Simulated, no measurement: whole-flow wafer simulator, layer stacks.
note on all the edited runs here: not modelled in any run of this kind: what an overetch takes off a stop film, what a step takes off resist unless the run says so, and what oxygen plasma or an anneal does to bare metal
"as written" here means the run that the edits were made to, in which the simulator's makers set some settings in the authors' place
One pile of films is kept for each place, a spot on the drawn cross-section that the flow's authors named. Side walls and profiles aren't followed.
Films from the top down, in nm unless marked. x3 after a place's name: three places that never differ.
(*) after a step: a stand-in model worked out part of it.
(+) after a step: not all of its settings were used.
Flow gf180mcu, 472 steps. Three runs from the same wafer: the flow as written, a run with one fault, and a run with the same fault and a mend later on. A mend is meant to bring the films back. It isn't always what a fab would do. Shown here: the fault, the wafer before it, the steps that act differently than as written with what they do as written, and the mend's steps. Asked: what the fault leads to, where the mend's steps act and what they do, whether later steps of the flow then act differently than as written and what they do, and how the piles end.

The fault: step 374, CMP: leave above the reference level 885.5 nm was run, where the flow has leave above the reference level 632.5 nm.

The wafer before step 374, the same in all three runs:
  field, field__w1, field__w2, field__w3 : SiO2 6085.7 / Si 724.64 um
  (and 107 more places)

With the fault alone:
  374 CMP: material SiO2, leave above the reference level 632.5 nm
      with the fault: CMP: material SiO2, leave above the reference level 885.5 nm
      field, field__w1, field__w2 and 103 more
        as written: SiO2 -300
        with the fault: SiO2 -47
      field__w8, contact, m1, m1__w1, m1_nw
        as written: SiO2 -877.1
        with the fault: SiO2 -624.1
  Later steps of the flow that act differently than as written:
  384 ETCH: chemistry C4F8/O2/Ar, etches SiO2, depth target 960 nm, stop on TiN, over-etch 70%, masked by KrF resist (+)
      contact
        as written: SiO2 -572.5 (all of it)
        with the fault: SiO2 -825.5 (all of it)
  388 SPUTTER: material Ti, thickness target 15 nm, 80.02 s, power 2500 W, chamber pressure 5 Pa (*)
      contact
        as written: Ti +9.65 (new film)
        with the fault: Ti +8.34 (new film)
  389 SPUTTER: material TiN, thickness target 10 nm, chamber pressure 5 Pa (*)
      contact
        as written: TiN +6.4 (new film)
        with the fault: TiN +5.52 (new film)
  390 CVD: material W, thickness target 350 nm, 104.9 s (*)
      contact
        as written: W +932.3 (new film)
        with the fault: W +1187.5 (new film)
  At the end the piles differ from the flow's by more than 2% or 0.5 nm, whichever is larger, at field, field__w1, field__w2 and 109 more.
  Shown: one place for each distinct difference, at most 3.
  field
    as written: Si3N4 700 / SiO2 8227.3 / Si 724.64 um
    with the fault: Si3N4 700 / SiO2 8480.3 / Si 724.64 um
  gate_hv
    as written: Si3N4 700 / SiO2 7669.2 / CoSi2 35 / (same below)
    with the fault: Si3N4 700 / SiO2 7922.2 / CoSi2 35 / (same below)
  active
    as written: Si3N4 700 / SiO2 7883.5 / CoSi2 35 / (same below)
    with the fault: Si3N4 700 / SiO2 8136.5 / CoSi2 35 / (same below)

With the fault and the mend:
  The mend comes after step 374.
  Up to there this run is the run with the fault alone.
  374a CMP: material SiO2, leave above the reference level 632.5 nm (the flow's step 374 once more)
      field, field__w1, field__w2 and 108 more
        SiO2 -253
  No later step of the flow acts differently than as written at any place that is followed.
  At the end the piles are the same as the flow's at every place that both follow.
